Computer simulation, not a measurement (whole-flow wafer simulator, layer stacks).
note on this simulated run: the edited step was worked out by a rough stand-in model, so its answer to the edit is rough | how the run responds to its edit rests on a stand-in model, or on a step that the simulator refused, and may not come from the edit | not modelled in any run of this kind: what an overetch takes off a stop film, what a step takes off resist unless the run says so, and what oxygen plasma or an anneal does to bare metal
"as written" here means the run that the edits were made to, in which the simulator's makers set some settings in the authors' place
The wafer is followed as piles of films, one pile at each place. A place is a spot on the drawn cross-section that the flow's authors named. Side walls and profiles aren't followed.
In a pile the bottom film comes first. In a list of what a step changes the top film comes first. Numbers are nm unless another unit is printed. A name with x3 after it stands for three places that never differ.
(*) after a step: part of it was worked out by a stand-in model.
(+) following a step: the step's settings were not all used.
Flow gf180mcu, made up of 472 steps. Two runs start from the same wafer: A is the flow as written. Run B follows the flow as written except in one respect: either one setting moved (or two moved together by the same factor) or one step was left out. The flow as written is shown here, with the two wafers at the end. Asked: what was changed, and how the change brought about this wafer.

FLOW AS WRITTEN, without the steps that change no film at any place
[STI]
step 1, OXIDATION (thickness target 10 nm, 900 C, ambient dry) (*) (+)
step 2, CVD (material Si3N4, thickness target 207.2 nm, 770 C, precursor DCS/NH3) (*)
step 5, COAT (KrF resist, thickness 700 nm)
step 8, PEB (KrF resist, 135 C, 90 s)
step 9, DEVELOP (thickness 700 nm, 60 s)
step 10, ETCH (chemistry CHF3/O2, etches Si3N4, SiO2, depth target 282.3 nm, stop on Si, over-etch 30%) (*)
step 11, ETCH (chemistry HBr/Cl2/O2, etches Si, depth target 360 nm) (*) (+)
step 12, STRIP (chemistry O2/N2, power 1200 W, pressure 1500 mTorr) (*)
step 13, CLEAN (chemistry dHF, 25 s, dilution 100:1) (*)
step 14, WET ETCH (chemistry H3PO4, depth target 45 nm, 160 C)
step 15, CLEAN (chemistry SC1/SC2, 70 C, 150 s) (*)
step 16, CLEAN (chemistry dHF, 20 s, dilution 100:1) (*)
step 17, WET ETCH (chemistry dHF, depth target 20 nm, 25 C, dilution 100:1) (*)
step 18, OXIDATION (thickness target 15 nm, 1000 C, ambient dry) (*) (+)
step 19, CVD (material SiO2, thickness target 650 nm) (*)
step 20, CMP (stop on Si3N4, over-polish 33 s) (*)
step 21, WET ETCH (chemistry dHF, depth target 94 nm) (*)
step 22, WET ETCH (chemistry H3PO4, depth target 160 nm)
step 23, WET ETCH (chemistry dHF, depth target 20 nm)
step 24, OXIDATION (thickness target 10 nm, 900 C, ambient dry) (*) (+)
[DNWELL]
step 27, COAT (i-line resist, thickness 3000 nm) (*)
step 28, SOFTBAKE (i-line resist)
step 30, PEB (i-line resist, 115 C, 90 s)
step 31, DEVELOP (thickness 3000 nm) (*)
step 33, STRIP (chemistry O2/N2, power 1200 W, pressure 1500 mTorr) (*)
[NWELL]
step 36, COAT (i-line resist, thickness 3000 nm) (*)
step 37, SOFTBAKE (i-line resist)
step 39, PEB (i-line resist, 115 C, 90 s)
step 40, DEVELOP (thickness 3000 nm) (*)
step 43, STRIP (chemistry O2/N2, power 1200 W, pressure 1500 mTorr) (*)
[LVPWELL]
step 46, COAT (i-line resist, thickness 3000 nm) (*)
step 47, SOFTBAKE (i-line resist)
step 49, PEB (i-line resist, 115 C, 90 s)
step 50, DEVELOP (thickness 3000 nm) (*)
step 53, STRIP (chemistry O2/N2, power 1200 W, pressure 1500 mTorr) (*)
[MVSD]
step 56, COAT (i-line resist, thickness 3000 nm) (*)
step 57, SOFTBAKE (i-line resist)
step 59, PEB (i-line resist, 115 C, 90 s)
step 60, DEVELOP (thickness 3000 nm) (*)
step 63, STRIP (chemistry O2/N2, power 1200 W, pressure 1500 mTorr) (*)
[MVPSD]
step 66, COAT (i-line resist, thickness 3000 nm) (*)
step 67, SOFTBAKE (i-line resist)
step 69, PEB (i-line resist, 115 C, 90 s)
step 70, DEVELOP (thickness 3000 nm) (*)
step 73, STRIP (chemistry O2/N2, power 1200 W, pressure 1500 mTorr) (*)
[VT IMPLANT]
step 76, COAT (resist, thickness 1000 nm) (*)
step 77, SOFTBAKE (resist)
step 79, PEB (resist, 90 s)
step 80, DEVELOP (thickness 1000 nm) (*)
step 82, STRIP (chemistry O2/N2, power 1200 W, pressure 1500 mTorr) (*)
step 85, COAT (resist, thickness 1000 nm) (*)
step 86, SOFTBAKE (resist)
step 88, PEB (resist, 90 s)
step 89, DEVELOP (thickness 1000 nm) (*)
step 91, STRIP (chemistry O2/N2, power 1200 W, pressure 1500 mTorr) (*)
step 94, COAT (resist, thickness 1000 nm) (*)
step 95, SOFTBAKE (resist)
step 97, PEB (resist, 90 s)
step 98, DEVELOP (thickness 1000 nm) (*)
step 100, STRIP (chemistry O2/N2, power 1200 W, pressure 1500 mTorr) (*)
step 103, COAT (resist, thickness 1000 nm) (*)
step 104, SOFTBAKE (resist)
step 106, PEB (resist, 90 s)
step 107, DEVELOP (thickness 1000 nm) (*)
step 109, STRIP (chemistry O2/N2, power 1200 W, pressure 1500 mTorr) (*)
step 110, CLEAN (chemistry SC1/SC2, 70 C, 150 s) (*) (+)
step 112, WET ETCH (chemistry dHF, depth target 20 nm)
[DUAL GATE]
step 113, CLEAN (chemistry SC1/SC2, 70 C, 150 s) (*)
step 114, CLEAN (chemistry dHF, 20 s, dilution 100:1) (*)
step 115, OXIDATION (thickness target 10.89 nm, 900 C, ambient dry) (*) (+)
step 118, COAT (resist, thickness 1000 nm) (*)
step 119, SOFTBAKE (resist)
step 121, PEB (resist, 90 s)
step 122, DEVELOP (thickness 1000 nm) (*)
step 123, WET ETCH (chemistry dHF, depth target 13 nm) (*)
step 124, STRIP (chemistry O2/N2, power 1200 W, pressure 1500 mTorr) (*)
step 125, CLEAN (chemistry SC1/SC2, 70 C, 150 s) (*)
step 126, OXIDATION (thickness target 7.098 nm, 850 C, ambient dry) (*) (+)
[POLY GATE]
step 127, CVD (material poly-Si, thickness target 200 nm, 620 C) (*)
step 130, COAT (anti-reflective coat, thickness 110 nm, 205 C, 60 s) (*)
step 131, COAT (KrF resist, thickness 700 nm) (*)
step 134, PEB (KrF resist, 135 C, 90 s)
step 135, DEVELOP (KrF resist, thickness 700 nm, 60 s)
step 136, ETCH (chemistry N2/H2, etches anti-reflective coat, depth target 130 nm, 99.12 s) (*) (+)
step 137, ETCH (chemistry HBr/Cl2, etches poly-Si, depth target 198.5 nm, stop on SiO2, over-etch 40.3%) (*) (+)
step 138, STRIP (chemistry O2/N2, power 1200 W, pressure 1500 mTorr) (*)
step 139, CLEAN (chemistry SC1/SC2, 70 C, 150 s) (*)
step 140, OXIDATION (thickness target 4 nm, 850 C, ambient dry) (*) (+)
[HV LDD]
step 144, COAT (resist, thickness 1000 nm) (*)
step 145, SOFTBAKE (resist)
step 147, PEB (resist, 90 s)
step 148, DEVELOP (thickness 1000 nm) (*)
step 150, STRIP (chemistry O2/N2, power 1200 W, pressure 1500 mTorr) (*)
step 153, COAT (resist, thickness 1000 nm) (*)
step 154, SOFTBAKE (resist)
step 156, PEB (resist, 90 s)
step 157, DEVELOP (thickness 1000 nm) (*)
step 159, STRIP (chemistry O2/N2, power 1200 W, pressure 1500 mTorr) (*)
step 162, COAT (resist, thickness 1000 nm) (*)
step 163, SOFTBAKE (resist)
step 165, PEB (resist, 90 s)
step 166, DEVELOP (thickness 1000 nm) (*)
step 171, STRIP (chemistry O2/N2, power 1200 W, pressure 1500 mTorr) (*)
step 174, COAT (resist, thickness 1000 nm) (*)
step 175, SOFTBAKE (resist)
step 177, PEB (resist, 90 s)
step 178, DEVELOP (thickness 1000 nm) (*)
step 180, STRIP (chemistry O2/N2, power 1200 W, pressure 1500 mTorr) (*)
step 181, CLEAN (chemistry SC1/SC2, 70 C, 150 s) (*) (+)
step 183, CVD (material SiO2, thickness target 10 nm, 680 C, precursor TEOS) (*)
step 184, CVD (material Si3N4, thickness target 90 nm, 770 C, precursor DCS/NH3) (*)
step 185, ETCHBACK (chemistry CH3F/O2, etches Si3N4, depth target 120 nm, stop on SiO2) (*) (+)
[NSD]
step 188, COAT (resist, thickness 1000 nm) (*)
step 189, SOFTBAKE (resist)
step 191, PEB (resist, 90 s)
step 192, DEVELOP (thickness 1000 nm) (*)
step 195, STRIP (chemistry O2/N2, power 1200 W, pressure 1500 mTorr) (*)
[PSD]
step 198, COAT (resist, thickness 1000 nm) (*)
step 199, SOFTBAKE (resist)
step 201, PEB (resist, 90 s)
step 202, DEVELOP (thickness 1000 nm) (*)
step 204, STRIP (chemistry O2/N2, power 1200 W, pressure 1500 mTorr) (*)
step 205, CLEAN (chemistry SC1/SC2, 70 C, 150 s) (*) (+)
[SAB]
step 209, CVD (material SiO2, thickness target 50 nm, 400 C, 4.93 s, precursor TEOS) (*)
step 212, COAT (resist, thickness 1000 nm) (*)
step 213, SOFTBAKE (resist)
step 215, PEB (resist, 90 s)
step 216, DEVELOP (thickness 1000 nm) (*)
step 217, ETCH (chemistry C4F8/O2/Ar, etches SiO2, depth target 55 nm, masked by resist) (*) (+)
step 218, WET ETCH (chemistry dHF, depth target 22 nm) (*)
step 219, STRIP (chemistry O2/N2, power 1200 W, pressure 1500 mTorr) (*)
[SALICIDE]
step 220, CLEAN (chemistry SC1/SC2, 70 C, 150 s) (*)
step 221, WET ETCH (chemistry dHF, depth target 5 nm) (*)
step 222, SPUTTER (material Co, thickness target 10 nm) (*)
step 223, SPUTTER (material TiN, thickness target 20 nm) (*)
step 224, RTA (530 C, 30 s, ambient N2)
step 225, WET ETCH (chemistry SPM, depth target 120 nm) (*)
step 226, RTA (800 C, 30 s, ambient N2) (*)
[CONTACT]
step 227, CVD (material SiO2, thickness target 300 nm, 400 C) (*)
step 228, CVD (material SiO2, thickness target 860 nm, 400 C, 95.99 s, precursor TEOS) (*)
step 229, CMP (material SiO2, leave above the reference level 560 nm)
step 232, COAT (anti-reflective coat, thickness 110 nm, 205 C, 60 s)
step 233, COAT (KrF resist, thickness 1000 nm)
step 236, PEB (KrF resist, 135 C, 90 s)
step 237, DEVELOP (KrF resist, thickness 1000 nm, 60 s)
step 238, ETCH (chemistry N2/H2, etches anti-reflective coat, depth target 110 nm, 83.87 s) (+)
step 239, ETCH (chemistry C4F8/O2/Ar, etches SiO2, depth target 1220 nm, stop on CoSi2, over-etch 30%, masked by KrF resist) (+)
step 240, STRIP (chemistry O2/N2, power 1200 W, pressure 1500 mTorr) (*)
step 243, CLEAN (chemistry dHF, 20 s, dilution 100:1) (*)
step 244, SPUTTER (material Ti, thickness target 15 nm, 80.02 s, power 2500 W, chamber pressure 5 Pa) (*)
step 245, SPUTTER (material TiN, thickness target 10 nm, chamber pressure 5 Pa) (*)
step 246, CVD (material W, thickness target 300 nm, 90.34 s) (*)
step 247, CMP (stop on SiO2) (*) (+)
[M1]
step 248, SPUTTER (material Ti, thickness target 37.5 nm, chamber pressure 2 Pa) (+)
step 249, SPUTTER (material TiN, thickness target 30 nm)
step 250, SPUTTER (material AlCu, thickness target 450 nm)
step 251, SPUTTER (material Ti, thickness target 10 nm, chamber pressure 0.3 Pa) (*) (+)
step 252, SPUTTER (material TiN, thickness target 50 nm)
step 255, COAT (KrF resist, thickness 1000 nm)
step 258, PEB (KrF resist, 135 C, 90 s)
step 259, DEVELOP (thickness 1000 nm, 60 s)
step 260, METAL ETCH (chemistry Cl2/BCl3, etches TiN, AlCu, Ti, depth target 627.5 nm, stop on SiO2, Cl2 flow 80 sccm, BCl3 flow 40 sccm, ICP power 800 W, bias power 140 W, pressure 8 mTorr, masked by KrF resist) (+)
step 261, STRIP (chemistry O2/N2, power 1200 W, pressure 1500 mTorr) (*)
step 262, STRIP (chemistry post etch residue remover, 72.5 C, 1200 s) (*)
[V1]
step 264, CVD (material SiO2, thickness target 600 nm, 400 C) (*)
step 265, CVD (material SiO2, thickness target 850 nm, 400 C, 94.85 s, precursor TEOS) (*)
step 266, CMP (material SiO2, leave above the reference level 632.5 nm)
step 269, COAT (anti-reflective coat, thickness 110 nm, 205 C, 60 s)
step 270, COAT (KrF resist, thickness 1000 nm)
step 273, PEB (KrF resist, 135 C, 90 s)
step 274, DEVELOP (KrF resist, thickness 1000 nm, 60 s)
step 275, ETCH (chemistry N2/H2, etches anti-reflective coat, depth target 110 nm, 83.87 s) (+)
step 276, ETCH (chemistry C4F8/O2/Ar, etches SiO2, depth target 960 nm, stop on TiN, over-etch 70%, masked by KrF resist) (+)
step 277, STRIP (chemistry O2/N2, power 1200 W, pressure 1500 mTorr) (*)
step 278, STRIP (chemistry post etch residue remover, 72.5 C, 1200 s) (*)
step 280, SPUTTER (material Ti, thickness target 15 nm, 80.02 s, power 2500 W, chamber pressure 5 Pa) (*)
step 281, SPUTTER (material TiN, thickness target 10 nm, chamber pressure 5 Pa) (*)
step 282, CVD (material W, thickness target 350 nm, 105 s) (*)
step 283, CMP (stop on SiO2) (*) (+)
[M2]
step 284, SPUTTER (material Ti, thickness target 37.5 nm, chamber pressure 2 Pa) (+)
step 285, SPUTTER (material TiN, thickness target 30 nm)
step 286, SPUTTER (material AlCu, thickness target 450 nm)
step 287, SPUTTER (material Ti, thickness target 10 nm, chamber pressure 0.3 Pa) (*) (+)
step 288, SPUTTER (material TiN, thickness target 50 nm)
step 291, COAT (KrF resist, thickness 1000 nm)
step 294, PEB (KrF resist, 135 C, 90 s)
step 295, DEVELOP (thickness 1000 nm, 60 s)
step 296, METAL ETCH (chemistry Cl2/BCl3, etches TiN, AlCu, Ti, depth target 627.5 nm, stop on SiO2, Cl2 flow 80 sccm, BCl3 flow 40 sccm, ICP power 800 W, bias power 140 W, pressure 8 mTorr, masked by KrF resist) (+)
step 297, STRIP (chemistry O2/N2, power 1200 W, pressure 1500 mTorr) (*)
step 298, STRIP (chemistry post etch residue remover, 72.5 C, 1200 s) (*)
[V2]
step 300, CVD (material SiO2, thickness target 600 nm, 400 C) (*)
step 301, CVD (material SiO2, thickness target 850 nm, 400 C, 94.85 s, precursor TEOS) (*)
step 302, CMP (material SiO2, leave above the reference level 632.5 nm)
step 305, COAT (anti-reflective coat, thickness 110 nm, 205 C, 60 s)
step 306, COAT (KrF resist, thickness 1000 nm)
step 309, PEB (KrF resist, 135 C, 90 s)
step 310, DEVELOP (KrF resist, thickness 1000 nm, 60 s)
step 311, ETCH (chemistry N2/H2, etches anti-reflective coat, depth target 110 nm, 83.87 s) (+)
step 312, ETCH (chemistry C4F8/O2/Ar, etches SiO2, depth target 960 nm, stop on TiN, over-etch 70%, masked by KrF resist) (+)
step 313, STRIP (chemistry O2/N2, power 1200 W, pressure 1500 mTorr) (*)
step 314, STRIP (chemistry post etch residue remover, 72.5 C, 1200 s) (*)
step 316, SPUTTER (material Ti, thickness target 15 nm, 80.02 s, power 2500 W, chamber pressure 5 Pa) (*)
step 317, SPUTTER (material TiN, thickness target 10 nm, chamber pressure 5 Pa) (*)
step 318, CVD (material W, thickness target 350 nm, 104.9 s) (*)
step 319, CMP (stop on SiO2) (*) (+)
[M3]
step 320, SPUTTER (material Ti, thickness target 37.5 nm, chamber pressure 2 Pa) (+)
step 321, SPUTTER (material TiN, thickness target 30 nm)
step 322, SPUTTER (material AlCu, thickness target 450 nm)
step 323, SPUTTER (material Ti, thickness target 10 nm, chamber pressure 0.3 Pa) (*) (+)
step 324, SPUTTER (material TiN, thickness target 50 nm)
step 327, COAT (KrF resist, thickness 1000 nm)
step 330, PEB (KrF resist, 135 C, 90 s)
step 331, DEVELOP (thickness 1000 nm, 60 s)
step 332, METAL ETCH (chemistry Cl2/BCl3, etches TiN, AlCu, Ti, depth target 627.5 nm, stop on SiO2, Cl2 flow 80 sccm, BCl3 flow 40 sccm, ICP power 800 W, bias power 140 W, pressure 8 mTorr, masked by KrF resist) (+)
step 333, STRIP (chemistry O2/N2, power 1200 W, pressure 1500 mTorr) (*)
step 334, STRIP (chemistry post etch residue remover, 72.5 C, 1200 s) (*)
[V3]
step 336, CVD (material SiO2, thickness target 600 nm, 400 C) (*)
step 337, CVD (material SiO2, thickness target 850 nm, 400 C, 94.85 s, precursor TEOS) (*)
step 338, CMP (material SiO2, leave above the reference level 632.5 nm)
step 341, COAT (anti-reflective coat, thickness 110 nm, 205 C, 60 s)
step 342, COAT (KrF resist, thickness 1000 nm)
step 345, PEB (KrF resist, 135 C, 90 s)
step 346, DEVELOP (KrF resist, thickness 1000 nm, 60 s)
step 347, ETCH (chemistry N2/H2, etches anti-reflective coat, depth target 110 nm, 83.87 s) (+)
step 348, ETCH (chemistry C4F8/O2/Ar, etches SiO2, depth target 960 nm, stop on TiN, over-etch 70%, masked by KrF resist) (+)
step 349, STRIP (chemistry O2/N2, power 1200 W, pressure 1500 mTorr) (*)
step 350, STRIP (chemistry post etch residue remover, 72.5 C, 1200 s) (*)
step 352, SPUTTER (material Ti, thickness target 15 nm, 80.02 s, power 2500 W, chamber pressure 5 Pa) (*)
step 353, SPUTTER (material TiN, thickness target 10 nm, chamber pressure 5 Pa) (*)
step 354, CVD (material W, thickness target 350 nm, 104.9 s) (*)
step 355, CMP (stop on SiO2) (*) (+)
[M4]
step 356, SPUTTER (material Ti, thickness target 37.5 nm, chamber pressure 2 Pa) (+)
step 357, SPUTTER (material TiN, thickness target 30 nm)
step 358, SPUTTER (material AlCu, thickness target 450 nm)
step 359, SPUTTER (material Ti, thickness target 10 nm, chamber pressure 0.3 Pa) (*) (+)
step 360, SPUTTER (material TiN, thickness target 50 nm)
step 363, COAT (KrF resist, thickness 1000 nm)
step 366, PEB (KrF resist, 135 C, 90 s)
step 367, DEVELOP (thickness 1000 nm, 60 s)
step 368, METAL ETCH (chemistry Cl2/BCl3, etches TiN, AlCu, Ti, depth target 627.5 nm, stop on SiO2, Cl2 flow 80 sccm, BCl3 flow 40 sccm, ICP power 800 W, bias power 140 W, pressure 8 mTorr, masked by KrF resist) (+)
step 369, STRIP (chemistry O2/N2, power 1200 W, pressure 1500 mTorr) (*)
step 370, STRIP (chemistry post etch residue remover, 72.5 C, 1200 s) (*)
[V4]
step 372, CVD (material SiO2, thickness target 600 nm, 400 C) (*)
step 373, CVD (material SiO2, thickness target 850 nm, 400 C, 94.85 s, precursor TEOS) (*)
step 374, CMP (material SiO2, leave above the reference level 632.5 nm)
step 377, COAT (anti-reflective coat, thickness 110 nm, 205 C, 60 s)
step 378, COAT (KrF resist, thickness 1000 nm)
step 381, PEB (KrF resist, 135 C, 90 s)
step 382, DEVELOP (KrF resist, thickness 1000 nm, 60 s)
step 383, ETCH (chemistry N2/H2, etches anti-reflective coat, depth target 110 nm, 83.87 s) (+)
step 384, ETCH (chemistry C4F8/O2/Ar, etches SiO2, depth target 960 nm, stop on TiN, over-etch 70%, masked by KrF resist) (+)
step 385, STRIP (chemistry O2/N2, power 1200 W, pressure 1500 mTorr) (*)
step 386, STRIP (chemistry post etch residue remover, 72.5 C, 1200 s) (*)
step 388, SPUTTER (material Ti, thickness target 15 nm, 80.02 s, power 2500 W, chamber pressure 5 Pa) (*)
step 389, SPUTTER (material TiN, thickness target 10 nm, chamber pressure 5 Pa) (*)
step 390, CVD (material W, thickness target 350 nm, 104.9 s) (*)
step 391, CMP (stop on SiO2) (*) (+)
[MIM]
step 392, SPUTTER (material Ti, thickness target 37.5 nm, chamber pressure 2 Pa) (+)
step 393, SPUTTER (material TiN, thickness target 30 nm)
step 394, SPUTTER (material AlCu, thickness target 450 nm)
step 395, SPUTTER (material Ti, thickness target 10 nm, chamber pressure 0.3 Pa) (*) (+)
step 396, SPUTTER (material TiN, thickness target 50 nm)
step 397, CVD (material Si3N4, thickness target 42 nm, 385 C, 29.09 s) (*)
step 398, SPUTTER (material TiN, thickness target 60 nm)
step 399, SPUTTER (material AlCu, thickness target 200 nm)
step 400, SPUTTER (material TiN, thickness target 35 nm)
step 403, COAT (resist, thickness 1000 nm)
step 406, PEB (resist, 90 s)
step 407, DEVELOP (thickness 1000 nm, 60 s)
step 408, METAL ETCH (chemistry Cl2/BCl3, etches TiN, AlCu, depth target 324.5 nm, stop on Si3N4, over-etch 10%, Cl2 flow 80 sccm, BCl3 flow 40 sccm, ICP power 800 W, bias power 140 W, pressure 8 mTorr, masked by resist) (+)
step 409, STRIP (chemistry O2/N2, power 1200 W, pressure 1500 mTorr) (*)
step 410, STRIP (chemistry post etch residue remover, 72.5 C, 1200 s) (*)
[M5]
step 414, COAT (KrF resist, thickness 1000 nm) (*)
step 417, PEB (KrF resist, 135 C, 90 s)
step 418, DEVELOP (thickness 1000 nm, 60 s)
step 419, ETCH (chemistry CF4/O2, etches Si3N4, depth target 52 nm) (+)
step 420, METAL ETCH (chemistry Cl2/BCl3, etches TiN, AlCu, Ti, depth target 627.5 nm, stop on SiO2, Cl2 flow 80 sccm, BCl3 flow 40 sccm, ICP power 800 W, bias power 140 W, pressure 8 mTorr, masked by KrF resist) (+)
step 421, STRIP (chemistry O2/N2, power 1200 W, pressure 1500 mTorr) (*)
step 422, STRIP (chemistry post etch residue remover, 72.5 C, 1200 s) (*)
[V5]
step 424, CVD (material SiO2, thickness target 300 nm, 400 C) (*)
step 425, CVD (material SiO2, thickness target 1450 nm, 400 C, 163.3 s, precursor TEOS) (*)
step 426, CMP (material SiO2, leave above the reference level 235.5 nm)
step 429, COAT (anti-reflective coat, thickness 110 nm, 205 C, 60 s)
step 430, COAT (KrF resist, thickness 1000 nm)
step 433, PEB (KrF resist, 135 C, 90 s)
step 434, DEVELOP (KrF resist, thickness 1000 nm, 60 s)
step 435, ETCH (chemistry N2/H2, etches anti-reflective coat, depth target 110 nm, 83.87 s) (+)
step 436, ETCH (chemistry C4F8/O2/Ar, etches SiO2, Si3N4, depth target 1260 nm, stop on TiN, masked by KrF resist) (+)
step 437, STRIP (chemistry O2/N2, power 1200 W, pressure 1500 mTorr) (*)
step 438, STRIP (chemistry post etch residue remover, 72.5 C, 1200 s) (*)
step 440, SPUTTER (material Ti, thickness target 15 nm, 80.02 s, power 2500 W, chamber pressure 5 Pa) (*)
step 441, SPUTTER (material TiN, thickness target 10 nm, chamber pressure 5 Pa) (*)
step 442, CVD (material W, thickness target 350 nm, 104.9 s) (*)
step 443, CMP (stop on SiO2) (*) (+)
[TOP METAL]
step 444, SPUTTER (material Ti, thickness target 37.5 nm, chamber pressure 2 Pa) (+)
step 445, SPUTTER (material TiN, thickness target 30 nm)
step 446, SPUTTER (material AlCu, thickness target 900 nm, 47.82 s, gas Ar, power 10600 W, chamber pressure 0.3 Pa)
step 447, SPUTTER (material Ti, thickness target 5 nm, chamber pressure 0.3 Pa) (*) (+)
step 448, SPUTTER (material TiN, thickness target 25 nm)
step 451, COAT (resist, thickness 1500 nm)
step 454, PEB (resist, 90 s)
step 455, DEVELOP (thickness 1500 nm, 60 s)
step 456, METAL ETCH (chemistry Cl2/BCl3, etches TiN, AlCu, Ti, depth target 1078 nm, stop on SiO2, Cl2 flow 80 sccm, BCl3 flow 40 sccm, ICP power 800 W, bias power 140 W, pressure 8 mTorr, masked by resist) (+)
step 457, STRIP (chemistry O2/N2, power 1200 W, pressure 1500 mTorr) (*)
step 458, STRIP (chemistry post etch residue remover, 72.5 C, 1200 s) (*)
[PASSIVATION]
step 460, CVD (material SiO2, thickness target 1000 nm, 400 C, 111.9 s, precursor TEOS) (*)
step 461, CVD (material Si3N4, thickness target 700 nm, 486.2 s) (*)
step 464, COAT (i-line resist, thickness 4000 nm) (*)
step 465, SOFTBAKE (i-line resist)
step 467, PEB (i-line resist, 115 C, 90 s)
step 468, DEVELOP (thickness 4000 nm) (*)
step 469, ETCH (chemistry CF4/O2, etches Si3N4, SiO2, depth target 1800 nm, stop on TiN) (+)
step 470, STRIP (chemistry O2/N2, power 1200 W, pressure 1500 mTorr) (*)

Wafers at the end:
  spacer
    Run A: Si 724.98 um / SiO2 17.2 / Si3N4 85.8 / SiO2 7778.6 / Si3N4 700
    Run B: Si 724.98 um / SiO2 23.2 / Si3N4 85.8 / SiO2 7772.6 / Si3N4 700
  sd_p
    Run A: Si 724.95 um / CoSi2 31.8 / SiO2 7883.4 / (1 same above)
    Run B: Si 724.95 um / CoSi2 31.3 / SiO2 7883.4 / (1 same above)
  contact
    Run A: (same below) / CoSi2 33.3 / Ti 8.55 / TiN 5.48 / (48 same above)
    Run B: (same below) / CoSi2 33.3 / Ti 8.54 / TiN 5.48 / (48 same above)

The reason: step 183, CVD: thickness target 16 nm was run, whereas the flow has thickness target 10 nm.

The path from the change to this, step by step:
  step 183, CVD (material SiO2, thickness target 10 nm, 680 C, precursor TEOS) (*)
      field, field__w1, field__w2 and 99 more: A SiO2 gains 10 | B SiO2 gains 16
      ld_drift_p: A SiO2 gains 9.87 | B SiO2 gains 15.8
      (also at 1 further place)
  step 189, SOFTBAKE (resist)
      field__w9: A resist gains 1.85 | B resist loses 1.05
  step 199, SOFTBAKE (resist)
      field__w9: A resist gains 1.85 | B resist loses 1.05
  step 218, WET ETCH (chemistry dHF, depth target 22 nm) (*)
      gate, gate_hv, gate_p and 23 more: A SiO2 loses 5.48 (all of it) | B SiO2 loses 11.5 (all of it)
      field, field__w10, sti and 14 more: A SiO2 loses 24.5 | B SiO2 loses 25.4
      (also at 56 further places)
  step 229, CMP (material SiO2, leave above the reference level 560 nm)
      field_sub, field_sub__w2: A SiO2 loses 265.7 | B SiO2 loses 271.3
      field__w2: A SiO2 loses 250.1 | B SiO2 loses 256.4
      (also at 6 further places)
